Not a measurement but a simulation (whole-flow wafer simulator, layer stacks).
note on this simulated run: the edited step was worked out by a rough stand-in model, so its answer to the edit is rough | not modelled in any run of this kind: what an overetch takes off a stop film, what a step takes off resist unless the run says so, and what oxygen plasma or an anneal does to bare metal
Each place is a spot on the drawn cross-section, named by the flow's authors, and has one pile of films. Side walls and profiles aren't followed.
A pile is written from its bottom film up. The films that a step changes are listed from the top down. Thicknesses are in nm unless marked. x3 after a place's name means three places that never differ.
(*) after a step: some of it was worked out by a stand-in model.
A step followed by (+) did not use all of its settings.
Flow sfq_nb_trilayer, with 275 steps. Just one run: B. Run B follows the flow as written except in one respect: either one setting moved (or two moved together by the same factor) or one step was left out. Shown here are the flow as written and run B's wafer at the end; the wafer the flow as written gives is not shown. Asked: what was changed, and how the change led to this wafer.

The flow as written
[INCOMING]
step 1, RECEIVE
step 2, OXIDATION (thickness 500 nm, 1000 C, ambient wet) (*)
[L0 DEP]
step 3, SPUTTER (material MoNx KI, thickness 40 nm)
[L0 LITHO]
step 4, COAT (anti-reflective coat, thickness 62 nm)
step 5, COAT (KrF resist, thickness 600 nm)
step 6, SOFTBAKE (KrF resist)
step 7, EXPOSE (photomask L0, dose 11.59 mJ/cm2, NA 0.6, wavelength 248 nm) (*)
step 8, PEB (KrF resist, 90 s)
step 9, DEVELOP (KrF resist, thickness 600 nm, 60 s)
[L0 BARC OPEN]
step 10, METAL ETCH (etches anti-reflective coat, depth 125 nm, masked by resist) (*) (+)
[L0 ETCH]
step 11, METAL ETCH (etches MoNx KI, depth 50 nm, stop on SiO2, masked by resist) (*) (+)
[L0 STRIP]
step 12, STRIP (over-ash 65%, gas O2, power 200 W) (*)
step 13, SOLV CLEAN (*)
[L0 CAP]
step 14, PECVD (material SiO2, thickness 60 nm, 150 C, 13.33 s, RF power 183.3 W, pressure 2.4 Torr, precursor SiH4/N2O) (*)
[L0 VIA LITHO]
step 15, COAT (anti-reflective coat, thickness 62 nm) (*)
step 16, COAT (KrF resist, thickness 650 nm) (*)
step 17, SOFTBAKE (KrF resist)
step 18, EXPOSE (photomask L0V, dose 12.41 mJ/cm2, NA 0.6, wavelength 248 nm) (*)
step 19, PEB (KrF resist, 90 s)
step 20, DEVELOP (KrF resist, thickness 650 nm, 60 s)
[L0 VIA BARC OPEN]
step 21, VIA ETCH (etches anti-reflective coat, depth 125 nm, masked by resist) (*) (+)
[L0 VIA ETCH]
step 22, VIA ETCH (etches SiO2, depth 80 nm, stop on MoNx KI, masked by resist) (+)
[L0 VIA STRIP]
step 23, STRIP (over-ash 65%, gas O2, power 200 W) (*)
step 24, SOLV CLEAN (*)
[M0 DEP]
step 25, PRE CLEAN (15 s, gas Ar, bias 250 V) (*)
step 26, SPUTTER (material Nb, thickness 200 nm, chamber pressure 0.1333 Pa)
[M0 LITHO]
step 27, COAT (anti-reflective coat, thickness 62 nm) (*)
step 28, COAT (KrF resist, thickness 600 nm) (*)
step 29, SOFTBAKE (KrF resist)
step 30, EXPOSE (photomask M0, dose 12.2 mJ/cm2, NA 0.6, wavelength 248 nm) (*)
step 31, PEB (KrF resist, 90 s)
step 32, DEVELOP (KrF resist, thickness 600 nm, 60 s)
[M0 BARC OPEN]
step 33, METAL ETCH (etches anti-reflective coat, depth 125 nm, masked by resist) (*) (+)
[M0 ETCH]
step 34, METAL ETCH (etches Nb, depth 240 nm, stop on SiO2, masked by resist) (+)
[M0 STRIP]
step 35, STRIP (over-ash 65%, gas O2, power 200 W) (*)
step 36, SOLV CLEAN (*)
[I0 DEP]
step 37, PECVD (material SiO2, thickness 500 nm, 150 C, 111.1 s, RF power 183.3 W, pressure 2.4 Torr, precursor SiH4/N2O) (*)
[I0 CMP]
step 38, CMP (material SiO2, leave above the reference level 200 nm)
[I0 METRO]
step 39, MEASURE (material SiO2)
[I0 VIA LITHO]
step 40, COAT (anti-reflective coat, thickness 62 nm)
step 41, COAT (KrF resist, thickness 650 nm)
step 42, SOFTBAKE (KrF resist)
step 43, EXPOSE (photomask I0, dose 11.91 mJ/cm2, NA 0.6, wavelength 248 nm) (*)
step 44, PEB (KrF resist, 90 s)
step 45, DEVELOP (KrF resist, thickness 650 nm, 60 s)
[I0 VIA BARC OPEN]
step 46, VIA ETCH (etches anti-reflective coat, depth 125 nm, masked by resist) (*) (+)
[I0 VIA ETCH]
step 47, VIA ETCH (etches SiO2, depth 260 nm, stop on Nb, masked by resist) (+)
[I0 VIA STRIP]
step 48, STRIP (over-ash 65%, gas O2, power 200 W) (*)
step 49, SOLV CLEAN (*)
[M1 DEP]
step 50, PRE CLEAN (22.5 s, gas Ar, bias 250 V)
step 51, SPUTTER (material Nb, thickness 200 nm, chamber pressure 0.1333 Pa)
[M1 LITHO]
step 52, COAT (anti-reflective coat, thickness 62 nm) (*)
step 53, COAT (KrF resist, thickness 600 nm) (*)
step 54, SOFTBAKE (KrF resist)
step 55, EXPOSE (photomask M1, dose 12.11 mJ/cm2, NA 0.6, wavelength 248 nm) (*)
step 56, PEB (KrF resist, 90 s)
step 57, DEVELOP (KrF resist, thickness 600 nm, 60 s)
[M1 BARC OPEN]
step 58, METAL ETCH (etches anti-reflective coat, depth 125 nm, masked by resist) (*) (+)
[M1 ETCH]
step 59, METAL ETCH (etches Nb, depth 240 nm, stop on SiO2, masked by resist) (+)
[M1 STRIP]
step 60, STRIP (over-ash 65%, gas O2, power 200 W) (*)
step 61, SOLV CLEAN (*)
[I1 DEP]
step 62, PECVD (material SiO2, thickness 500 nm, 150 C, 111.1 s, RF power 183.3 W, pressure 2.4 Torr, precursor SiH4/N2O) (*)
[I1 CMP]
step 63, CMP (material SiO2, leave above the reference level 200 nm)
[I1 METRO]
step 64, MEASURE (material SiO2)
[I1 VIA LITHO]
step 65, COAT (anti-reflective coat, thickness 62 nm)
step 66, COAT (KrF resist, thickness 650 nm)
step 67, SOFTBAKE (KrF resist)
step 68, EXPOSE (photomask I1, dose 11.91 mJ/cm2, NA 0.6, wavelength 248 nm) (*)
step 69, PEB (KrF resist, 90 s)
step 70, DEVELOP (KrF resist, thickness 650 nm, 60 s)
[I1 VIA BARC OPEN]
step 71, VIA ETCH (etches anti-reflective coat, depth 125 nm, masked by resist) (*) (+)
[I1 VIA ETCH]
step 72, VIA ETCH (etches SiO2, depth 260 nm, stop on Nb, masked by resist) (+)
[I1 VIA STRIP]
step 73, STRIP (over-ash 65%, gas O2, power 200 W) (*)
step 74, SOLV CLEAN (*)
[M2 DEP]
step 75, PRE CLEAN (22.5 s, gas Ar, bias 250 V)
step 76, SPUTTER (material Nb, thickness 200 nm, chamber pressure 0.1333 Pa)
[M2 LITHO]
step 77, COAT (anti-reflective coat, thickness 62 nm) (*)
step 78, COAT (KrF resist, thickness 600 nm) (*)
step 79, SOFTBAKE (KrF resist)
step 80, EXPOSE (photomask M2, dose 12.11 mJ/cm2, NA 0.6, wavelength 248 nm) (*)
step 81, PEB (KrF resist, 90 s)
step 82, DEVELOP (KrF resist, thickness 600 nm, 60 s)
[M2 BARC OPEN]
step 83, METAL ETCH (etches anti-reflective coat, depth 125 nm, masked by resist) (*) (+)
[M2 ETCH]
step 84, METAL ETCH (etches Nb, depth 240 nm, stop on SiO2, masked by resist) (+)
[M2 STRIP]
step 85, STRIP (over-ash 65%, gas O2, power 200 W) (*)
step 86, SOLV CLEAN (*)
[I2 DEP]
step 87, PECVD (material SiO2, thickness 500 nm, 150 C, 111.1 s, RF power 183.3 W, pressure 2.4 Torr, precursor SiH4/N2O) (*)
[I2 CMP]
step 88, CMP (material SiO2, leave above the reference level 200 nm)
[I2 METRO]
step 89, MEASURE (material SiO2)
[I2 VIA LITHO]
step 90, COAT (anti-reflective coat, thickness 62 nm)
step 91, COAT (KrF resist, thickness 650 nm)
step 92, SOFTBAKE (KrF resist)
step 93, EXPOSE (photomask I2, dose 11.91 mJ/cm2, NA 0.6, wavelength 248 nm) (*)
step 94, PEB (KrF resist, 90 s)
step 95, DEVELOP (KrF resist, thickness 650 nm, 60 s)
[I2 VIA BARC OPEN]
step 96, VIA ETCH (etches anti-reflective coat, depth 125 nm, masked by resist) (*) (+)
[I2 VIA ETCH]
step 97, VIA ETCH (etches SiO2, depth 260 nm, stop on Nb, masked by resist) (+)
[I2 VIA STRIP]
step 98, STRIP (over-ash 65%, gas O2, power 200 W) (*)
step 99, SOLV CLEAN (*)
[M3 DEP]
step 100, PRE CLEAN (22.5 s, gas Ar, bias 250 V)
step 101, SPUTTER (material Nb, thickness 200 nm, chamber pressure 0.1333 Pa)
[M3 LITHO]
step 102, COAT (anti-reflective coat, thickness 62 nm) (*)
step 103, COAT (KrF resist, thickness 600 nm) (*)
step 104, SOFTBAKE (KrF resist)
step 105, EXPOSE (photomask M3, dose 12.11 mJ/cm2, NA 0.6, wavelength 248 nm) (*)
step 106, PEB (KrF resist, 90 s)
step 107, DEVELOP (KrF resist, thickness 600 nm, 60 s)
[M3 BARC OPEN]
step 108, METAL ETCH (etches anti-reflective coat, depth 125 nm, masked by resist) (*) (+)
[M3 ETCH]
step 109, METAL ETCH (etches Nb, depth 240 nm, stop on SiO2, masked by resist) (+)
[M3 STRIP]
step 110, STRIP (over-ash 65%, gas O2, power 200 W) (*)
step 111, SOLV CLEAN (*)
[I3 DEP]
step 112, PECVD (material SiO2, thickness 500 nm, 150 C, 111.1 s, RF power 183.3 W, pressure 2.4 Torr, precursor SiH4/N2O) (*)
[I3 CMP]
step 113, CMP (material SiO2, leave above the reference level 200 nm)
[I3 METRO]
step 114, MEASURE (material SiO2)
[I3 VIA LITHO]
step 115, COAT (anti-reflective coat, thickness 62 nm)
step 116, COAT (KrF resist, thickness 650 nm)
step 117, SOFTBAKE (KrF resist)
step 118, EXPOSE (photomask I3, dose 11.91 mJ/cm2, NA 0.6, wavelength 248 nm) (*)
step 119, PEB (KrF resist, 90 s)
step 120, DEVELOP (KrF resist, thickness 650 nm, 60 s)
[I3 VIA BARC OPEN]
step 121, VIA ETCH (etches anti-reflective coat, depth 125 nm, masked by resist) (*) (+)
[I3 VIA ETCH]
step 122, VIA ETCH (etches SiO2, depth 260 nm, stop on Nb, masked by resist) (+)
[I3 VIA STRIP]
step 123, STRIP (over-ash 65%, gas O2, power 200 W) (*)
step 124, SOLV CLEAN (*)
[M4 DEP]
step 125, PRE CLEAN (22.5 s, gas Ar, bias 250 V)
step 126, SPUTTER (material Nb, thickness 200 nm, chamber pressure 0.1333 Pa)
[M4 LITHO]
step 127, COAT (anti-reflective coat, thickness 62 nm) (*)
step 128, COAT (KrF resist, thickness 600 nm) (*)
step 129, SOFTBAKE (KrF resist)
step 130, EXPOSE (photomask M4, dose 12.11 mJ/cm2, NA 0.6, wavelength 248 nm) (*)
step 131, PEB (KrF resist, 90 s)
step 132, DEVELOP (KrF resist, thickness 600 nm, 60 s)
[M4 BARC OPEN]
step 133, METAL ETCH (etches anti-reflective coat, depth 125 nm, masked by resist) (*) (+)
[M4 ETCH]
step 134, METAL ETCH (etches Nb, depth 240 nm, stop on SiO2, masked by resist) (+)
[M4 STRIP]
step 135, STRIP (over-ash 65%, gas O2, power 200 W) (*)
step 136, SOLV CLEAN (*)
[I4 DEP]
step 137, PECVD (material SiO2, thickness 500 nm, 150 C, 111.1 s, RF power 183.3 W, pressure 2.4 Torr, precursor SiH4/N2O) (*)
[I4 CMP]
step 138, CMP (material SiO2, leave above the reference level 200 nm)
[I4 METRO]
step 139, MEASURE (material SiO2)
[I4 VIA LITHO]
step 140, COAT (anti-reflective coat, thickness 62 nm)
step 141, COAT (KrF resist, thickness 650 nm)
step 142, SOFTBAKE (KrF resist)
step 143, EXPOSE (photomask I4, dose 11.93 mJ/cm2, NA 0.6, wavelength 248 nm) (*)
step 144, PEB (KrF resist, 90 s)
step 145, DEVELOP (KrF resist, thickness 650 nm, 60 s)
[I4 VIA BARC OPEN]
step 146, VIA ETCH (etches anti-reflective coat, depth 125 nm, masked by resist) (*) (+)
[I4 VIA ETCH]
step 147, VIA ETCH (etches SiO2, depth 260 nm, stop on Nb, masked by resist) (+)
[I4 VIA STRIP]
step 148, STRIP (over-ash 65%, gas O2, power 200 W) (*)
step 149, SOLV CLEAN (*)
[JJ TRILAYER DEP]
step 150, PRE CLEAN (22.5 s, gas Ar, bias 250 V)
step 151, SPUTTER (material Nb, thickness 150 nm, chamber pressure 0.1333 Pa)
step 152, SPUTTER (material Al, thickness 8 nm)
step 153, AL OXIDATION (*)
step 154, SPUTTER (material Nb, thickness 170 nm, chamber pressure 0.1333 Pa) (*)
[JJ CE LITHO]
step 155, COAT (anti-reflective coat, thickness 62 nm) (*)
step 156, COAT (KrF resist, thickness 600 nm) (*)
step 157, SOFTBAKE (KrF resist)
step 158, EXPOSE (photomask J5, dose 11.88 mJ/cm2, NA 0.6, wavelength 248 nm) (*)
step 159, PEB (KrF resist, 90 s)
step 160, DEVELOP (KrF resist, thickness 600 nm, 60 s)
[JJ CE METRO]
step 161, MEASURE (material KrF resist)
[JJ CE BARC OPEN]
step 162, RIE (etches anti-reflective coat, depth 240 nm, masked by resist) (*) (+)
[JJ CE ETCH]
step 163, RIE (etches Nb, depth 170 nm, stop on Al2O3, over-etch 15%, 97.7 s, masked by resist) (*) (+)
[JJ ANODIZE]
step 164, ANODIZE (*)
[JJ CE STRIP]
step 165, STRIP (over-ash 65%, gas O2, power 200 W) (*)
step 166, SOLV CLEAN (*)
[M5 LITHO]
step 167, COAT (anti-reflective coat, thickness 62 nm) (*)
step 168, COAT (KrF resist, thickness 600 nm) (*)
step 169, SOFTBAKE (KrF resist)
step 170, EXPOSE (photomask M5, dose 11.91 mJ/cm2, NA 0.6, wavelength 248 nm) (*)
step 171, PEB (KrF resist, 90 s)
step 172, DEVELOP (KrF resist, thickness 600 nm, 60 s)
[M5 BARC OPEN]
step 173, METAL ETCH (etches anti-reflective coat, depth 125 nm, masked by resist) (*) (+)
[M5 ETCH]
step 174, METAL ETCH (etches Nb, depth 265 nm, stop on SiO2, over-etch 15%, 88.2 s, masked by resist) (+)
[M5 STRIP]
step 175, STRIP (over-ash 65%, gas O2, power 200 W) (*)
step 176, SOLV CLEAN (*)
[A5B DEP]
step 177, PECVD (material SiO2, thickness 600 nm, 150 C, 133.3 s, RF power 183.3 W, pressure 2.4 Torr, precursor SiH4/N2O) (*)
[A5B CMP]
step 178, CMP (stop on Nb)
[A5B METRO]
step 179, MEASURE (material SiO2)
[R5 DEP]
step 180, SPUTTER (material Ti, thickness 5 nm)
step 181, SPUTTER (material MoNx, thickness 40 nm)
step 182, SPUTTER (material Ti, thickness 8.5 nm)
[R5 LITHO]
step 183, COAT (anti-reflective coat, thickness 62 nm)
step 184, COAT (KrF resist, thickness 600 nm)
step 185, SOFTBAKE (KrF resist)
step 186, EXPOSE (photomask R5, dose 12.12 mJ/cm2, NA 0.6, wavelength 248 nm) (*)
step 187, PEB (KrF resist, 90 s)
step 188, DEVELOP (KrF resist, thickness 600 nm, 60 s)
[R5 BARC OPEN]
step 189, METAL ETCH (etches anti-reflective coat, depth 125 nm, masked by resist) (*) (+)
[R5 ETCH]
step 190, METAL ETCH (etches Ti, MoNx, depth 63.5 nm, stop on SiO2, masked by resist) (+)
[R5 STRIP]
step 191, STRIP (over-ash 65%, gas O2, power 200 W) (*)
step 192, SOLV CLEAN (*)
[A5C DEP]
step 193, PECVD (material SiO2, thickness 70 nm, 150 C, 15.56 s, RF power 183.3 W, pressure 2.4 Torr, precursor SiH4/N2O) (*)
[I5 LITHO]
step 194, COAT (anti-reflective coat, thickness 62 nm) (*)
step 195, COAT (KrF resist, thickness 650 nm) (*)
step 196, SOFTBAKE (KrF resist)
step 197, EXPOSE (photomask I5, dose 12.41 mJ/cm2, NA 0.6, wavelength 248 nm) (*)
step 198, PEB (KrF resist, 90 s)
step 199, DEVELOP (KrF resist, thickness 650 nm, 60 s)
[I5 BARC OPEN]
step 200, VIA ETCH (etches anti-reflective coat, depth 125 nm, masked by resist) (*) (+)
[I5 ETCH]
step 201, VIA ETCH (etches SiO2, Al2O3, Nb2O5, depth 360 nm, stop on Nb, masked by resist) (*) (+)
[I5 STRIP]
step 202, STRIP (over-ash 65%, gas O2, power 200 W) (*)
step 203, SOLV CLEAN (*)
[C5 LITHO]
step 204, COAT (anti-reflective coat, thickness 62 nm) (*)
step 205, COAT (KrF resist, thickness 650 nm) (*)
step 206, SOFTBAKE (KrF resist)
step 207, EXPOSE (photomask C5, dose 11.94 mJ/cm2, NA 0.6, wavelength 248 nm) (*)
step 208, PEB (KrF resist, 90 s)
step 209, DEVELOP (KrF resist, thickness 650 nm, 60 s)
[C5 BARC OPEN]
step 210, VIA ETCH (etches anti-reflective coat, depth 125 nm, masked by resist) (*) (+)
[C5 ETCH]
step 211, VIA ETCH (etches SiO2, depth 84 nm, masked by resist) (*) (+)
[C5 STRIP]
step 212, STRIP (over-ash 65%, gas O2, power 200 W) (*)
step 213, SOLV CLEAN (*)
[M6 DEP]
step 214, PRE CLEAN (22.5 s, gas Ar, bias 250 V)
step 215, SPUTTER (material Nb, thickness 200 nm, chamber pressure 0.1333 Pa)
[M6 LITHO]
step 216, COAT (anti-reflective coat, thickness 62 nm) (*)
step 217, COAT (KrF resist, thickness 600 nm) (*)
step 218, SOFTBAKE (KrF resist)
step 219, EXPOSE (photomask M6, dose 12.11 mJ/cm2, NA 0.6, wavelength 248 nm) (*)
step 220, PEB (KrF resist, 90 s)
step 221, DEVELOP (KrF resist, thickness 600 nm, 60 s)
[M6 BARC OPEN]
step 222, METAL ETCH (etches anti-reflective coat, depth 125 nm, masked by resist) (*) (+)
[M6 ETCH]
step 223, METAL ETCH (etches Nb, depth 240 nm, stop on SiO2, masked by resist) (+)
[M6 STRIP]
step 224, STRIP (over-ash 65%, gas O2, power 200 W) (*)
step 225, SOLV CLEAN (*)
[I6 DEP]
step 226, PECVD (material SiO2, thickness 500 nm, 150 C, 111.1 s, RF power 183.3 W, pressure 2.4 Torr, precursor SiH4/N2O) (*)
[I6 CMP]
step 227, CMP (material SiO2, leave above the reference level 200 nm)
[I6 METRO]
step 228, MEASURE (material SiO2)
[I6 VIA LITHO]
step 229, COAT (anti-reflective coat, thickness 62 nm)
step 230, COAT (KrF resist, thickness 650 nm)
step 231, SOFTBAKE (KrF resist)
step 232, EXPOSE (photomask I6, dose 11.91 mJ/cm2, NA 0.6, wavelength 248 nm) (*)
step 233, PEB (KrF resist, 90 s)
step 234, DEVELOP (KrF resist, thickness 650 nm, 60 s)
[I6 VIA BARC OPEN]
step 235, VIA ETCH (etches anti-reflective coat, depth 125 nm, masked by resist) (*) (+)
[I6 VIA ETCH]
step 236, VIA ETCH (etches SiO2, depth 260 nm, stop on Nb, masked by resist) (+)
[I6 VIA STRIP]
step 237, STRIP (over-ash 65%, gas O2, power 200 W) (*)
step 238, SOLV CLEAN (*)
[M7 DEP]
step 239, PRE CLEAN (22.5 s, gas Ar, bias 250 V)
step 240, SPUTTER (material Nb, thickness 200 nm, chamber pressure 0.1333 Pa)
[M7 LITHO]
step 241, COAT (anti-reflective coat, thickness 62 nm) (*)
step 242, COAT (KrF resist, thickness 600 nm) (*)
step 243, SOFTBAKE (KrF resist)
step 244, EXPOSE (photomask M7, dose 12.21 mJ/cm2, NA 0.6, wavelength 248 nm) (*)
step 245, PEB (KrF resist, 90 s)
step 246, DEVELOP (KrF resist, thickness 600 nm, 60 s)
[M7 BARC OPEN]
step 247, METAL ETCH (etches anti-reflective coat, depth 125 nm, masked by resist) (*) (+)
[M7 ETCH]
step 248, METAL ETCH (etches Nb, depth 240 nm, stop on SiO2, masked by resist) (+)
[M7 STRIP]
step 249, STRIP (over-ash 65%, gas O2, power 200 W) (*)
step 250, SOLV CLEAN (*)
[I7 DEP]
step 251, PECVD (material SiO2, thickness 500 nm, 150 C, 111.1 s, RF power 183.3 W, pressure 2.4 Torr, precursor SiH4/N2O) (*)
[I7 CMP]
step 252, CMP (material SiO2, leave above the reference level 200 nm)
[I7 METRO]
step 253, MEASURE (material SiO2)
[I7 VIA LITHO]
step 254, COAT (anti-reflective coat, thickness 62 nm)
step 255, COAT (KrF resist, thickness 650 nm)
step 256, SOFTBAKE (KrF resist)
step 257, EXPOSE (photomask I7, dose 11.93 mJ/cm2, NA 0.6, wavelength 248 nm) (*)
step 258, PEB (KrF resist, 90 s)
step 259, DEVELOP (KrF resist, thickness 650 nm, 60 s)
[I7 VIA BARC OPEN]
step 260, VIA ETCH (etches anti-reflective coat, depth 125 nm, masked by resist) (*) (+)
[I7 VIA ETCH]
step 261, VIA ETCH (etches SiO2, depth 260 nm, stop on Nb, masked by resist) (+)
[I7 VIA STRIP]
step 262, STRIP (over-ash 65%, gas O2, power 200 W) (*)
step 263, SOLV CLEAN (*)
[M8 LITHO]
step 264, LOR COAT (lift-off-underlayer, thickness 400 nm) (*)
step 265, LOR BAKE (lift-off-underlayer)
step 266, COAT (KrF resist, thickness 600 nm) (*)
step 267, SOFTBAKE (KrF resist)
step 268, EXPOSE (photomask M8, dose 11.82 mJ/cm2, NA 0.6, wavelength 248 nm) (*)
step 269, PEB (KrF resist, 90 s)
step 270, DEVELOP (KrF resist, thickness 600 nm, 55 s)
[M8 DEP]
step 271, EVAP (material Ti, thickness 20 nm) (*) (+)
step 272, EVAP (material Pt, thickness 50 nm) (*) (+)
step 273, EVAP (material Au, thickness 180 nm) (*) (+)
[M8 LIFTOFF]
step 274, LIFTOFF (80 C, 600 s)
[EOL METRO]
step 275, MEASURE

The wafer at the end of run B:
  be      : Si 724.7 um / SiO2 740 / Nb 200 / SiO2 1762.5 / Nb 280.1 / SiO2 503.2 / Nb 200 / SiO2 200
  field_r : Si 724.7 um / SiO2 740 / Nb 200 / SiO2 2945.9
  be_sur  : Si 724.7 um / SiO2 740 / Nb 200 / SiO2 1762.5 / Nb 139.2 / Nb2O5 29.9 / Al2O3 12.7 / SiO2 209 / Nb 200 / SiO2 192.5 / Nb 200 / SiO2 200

What caused this: step 2, OXIDATION: thickness 685 nm was run, while the flow as written has thickness 500 nm.

Step by step, how the change led to this:
  step 2, OXIDATION (thickness 500 nm, 1000 C, ambient wet) (*)
      field_l, v_sur, via_wl and 103 more: +685 SiO2 (new film), -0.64 chemical SiO2 (all of it), -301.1 Si (it would be, as written: +500 SiO2 (new film), -0.64 chemical SiO2 (all of it), -219.7 Si)
